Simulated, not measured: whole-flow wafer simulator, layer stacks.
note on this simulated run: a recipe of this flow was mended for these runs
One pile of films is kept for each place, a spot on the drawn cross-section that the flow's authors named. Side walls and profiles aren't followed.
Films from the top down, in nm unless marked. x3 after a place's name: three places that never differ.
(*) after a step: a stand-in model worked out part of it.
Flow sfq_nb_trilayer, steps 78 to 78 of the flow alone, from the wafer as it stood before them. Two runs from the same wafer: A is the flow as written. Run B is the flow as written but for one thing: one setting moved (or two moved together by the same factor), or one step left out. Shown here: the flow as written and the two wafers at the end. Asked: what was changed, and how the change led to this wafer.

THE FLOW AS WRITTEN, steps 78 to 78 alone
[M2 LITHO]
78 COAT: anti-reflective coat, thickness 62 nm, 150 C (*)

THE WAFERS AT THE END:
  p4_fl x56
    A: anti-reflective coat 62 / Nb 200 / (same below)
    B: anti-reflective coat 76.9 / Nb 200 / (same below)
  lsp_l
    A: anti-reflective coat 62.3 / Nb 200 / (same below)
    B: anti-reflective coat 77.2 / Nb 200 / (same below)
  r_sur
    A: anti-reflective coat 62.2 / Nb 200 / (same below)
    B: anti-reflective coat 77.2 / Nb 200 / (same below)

The cause: step 78, COAT: thickness 76.9 nm was run, where the flow has thickness 62 nm.
It can be read off the wafer: p4_fl x56 has anti-reflective coat 76.9, and step 78 as written asks for 62 nm.

How the change led to this, step by step:
  78 COAT: anti-reflective coat, thickness 62 nm, 150 C (*)
      p4_fl x56, wl_j_sl x16, l0r_line_l x3, m0r_space_l x2: A anti-reflective coat +62 (new film) | B anti-reflective coat +76.9 (new film)
      lsp_l, ln_m5, lsp_m, ln_m6, lsp_r, l0_sur, l0v: A anti-reflective coat +62.3 (new film) | B anti-reflective coat +77.2 (new film)
      (and at 22 more places)
